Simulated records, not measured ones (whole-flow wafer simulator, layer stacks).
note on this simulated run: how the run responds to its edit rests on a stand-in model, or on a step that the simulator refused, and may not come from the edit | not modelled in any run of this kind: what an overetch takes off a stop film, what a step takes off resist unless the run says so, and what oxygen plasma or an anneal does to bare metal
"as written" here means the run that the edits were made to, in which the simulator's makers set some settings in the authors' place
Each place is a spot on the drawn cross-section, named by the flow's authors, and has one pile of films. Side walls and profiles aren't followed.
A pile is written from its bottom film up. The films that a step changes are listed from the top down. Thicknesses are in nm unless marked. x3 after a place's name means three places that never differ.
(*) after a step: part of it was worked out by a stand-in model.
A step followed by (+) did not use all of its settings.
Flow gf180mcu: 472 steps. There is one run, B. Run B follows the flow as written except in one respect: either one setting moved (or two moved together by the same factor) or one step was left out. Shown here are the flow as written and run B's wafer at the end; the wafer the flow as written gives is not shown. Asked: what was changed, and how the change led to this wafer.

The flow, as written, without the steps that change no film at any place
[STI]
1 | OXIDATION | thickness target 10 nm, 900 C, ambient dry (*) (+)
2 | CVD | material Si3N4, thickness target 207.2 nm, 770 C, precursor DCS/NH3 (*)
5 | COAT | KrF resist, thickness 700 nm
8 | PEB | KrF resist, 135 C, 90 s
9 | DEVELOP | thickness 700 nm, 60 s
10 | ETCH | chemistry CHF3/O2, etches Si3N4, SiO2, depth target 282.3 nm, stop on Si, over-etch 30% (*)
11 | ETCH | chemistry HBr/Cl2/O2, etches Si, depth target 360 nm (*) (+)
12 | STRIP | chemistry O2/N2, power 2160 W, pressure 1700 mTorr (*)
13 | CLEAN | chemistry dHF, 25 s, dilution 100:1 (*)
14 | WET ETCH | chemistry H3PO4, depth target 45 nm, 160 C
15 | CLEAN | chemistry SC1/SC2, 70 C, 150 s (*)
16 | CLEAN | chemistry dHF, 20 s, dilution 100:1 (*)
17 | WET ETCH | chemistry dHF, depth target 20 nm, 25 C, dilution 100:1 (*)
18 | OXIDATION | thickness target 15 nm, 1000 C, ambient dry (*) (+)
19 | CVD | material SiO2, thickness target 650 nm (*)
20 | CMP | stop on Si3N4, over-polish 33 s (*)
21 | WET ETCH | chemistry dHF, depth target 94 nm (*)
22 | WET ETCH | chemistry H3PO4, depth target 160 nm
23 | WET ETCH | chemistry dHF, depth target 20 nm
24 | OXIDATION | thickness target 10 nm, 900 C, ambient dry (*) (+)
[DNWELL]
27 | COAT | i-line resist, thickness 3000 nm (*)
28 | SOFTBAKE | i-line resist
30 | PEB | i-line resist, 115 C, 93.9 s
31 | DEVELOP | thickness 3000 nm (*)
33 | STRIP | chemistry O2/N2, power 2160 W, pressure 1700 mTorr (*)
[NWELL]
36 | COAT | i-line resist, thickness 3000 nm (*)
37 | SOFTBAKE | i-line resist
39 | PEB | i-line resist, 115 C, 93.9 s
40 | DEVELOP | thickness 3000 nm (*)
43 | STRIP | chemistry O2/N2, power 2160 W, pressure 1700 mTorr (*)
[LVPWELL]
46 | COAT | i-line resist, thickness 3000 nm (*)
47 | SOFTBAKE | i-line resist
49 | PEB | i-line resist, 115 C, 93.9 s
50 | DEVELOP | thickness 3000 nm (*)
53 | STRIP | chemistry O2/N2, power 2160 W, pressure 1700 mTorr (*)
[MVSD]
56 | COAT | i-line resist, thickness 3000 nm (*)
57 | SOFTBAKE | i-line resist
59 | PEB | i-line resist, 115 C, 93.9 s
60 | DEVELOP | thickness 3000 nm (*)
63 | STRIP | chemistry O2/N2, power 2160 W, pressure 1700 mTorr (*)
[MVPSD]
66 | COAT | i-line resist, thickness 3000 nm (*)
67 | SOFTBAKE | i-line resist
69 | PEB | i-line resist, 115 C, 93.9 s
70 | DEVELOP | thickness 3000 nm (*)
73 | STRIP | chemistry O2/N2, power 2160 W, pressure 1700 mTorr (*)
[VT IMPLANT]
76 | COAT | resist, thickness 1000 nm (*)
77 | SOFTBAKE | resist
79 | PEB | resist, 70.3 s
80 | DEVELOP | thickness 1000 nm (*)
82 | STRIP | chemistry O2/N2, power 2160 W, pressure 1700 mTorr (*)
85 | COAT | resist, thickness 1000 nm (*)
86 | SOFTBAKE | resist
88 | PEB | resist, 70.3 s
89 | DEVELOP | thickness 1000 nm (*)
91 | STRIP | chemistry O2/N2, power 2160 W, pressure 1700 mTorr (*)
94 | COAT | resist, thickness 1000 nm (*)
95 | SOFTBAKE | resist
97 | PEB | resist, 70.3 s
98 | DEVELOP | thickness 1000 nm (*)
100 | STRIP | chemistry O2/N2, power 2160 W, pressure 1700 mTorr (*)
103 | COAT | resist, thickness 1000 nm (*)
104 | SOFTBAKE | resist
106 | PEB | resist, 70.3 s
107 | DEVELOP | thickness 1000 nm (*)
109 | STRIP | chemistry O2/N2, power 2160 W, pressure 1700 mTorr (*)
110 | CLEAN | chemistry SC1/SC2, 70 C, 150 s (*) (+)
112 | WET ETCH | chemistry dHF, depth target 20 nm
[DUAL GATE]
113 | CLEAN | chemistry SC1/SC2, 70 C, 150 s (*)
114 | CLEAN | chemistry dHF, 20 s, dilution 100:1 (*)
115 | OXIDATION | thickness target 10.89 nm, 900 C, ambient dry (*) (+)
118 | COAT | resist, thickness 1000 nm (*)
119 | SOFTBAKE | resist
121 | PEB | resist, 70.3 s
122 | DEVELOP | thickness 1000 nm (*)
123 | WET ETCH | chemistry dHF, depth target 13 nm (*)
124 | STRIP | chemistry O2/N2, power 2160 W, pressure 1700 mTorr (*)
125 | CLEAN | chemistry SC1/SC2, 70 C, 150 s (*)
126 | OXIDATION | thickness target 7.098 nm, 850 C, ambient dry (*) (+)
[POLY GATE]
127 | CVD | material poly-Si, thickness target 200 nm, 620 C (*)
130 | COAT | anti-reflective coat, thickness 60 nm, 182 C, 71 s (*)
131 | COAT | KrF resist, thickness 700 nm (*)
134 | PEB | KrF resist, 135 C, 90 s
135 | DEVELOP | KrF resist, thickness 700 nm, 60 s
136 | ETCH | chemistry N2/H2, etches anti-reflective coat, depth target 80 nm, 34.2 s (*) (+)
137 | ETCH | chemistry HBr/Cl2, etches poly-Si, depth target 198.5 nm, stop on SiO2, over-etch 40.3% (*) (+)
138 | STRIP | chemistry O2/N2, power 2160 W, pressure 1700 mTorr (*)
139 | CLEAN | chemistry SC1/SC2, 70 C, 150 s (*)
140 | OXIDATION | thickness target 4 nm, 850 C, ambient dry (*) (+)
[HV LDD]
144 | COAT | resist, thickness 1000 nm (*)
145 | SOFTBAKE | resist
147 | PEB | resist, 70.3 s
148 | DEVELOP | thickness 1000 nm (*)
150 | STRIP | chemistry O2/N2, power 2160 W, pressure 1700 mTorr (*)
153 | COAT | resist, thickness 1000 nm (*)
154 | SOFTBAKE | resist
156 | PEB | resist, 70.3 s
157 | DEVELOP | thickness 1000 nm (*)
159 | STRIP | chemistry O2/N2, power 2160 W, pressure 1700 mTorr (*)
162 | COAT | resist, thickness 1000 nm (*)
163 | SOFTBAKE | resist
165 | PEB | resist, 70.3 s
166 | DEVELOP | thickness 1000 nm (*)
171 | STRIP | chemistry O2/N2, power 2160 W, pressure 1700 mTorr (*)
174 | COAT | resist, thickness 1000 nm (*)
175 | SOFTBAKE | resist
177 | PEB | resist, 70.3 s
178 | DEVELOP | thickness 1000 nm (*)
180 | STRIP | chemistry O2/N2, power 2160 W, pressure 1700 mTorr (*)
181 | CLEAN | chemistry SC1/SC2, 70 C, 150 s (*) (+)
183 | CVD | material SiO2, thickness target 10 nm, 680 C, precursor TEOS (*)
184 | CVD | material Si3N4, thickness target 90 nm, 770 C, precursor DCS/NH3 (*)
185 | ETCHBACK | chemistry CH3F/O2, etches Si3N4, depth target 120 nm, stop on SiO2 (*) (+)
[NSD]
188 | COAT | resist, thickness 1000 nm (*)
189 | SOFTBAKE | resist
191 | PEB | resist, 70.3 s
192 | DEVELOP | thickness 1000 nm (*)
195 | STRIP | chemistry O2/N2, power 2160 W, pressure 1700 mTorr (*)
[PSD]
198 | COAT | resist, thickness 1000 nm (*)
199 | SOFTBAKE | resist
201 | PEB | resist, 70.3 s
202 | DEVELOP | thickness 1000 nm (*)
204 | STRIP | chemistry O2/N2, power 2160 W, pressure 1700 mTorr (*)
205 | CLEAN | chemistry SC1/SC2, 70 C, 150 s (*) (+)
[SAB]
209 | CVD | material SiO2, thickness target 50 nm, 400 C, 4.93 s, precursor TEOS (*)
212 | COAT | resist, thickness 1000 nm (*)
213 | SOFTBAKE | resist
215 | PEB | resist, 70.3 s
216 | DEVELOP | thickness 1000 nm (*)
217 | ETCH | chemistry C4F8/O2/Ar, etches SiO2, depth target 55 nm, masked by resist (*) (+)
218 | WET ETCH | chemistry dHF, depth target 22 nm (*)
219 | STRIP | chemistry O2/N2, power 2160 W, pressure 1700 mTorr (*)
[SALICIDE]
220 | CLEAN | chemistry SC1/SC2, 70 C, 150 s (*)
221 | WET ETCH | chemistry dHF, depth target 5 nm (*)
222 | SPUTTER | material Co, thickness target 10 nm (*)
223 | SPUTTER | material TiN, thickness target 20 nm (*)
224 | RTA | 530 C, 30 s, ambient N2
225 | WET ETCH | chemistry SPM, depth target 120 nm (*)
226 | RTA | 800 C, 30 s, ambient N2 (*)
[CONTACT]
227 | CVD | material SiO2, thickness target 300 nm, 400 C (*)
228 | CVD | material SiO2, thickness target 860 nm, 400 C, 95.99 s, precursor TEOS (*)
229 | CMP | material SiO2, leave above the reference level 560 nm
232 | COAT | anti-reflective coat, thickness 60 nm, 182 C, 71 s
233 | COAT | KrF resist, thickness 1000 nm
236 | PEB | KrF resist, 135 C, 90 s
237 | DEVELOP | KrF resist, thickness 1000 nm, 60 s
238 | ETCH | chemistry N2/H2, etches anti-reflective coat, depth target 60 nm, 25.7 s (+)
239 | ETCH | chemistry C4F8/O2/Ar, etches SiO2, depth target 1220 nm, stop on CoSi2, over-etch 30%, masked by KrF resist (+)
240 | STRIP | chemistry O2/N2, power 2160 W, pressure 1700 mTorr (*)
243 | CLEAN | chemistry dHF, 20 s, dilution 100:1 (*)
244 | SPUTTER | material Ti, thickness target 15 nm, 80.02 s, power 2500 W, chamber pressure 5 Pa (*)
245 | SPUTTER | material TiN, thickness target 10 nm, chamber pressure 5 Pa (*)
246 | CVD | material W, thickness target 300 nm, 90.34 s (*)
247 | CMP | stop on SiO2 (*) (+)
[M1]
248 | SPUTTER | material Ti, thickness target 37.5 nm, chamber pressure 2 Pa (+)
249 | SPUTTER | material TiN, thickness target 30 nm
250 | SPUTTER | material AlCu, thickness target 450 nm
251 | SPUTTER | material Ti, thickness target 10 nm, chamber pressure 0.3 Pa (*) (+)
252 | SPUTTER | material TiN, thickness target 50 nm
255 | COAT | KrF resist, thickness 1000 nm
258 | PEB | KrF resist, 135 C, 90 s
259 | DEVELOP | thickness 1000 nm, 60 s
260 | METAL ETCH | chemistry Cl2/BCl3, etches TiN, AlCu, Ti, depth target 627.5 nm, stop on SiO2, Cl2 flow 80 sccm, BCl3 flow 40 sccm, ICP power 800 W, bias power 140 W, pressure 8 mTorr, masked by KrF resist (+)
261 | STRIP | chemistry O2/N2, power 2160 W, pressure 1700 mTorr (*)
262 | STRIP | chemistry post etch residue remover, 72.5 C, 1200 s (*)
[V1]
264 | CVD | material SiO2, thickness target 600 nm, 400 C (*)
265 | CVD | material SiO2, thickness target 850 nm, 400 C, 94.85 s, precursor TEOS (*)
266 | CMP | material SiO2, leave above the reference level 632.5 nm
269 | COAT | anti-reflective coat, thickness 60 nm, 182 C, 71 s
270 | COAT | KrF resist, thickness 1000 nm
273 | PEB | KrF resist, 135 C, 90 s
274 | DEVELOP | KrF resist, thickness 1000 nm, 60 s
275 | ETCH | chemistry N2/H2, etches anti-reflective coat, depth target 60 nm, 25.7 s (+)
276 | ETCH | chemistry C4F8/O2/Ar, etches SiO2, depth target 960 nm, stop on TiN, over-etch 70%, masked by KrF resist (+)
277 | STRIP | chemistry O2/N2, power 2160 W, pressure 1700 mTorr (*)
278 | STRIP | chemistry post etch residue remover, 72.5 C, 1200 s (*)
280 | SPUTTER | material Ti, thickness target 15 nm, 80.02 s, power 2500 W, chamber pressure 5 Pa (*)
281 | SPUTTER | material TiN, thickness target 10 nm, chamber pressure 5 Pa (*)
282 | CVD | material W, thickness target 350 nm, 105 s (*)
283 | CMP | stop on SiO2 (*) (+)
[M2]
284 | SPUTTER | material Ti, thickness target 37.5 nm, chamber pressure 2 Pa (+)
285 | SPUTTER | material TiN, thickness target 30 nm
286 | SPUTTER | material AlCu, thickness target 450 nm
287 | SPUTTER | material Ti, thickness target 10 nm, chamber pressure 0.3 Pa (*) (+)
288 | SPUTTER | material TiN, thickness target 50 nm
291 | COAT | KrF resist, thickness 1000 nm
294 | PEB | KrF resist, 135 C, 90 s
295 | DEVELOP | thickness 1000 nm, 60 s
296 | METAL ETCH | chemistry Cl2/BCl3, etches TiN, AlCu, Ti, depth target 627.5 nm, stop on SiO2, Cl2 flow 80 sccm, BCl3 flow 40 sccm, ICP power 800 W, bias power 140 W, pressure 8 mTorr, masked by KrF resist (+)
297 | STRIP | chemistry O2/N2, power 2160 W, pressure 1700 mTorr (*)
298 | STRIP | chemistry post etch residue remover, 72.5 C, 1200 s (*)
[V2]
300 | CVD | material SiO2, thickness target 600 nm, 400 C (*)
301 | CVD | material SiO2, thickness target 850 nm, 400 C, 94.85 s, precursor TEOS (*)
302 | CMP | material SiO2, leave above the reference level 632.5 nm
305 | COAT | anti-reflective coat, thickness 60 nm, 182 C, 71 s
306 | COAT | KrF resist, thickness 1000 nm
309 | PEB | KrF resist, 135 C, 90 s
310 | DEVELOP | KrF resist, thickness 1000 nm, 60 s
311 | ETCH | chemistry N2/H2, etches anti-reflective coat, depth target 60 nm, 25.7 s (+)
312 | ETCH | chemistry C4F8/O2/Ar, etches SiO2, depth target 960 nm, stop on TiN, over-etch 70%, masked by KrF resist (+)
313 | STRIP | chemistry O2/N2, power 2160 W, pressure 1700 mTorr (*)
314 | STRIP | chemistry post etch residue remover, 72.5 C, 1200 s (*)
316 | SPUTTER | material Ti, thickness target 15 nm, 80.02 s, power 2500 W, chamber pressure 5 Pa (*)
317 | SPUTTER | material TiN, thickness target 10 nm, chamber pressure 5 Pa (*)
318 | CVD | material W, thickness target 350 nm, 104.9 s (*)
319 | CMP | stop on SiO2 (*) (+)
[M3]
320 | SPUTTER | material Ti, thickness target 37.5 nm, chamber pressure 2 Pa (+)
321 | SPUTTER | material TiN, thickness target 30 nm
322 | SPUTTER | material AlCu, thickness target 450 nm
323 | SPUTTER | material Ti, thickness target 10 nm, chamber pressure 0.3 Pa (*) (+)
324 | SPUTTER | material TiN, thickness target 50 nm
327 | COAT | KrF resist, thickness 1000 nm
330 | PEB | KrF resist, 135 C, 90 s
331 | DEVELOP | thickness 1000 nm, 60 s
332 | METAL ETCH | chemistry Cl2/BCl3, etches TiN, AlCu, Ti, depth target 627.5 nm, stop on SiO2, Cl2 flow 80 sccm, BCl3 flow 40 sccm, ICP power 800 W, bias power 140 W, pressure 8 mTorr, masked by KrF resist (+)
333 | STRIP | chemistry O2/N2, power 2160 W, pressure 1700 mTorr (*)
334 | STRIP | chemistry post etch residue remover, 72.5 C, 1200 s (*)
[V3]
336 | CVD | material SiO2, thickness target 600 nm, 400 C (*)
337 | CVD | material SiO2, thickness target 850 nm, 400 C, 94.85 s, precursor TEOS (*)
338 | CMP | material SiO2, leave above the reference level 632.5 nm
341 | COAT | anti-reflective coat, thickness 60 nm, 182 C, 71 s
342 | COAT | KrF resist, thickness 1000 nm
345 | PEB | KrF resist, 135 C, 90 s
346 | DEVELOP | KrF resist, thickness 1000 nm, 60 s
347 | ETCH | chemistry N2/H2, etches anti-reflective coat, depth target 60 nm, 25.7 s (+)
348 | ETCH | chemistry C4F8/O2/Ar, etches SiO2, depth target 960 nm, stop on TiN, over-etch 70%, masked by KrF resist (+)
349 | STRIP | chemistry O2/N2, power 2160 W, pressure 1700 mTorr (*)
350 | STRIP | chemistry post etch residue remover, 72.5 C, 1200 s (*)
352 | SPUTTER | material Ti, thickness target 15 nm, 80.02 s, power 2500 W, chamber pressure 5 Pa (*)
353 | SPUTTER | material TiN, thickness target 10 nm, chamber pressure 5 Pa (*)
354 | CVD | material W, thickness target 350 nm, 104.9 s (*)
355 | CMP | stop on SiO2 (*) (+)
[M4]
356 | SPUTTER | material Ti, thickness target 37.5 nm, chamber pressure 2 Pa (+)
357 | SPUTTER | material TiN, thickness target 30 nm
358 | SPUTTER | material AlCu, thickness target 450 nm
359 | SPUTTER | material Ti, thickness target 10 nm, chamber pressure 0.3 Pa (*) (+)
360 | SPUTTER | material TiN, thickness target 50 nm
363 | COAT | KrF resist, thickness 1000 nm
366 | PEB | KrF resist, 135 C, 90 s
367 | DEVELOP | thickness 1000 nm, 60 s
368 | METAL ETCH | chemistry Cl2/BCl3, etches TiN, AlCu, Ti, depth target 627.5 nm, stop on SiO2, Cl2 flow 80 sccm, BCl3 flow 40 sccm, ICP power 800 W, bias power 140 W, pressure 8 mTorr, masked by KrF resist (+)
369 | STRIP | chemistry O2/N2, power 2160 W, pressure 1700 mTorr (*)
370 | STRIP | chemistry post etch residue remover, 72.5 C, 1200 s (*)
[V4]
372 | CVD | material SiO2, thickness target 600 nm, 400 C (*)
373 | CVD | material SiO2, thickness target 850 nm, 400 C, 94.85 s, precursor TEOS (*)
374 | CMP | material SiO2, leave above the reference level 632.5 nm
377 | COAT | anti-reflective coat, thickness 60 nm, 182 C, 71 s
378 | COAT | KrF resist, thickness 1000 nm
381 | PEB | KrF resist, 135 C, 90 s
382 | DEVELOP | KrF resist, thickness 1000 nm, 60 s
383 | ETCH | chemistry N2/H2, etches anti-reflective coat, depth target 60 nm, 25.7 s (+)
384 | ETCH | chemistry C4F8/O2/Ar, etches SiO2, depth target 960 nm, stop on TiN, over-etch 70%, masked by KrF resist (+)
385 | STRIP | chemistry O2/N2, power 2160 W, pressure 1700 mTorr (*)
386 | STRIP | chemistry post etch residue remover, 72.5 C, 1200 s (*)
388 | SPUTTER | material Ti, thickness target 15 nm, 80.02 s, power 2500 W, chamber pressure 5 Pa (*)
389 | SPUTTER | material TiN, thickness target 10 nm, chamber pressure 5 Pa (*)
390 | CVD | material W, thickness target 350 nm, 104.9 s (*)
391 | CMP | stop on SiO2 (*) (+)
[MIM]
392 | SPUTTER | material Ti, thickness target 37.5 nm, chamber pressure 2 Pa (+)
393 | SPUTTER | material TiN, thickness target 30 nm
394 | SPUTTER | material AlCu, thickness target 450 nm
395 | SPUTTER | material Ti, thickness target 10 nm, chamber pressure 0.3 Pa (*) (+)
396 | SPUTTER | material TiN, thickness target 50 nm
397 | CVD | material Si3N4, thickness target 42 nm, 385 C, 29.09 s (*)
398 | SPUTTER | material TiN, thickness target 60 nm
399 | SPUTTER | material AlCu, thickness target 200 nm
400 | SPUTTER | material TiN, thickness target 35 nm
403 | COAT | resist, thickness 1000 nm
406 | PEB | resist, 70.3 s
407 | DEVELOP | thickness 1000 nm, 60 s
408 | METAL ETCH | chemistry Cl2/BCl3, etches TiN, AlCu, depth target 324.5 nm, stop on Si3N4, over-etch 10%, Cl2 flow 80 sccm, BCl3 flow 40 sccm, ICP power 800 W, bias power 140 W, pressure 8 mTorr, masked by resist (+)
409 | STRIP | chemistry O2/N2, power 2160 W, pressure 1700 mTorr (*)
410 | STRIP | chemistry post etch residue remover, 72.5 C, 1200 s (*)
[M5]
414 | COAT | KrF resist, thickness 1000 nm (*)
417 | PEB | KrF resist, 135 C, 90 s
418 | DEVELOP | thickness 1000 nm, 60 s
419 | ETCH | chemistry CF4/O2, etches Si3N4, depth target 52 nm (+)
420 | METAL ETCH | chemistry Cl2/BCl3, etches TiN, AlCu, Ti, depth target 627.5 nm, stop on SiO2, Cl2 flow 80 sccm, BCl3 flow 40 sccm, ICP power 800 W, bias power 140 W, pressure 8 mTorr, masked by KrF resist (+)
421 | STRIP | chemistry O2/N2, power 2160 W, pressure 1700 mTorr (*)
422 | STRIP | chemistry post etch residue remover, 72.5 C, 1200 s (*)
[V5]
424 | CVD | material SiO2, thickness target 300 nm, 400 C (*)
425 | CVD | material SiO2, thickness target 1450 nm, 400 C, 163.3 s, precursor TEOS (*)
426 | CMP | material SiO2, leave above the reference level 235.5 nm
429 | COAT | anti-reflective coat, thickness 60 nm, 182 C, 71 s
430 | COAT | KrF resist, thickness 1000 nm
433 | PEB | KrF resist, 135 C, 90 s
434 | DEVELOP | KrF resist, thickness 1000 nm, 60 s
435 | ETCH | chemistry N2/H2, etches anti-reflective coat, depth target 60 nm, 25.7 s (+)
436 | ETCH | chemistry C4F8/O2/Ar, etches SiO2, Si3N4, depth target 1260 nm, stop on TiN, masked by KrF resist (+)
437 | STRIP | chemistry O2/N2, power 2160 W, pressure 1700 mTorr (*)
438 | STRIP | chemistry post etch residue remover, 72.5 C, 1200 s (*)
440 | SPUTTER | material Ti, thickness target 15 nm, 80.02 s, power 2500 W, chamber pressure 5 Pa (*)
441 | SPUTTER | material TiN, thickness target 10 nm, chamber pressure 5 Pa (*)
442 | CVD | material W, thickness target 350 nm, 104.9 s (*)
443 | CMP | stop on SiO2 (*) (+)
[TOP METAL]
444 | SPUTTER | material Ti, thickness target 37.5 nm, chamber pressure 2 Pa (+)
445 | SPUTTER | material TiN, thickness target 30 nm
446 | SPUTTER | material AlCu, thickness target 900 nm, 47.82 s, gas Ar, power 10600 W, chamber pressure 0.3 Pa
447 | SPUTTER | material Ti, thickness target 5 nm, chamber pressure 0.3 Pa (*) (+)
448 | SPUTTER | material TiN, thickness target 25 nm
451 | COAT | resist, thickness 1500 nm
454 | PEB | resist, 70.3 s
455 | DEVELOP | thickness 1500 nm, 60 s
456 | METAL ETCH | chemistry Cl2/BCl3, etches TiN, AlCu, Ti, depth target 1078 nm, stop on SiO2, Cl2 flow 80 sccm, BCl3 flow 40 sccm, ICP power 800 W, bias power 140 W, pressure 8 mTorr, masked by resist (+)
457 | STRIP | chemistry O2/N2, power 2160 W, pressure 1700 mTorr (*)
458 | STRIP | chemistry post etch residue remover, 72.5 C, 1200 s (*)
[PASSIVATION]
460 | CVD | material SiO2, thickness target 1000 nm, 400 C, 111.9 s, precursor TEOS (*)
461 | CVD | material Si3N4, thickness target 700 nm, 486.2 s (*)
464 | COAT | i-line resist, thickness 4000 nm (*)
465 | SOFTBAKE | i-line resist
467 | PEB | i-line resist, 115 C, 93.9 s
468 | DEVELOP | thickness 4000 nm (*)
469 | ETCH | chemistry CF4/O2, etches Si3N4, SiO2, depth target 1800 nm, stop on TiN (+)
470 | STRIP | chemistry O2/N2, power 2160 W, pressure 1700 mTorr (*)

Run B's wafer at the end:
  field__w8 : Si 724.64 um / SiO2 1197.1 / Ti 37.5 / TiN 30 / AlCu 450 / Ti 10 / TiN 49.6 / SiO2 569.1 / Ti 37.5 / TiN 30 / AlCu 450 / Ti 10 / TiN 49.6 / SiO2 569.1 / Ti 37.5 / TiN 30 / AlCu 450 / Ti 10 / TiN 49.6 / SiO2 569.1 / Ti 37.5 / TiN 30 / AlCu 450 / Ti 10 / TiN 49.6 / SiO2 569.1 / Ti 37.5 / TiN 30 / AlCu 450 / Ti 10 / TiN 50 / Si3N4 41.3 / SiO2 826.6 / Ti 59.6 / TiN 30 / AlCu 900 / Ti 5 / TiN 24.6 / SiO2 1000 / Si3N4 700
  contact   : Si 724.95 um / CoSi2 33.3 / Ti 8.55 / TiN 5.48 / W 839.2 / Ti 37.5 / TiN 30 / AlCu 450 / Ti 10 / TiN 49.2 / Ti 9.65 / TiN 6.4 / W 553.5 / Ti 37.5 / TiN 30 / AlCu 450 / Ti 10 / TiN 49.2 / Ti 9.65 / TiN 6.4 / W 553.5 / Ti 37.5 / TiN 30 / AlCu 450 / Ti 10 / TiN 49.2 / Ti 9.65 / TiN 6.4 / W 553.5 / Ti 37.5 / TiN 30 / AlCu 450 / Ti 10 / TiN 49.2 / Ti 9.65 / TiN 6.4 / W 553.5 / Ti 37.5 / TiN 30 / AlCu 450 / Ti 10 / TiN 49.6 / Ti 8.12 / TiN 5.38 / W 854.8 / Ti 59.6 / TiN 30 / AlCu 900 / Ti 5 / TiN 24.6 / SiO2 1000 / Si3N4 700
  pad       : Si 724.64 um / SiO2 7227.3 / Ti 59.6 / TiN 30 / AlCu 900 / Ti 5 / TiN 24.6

Cause: step 444, SPUTTER: thickness target 59.6 nm was run, though the flow has thickness target 37.5 nm.
The wafer itself shows it: field__w8 has Ti 59.6, and step 444 as written asks for 37.5 nm.

Step by step, how the change led to this:
  444 | SPUTTER | material Ti, thickness target 37.5 nm, chamber pressure 2 Pa (+)
      field, field__w1, field__w2 and 109 more: Ti gains 59.6 (new film) (it would be, as written: Ti gains 37.5 (new film))
  456 | METAL ETCH | chemistry Cl2/BCl3, etches TiN, AlCu, Ti, depth target 1078 nm, stop on SiO2, Cl2 flow 80 sccm, BCl3 flow 40 sccm, ICP power 800 W, bias power 140 W, pressure 8 mTorr, masked by resist (+)
      field, field__w1, field__w2 and 103 more: TiN loses 25 (all of it), Ti loses 5 (all of it), AlCu loses 900 (all of it), TiN loses 30 (all of it), Ti loses 59.6 (all of it) (it would be, as written: TiN loses 25 (all of it), Ti loses 5 (all of it), AlCu loses 900 (all of it), TiN loses 30 (all of it), Ti loses 37.5 (all of it))
  465 | SOFTBAKE | i-line resist
      gate: i-line resist loses 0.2 (it would be, as written: i-line resist gains 1.79)
      ld_acc_p, ld_fp_p, ld_drift_p: i-line resist gains 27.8 (it would be, as written: i-line resist gains 33.8)
      (and at 62 other places as well)
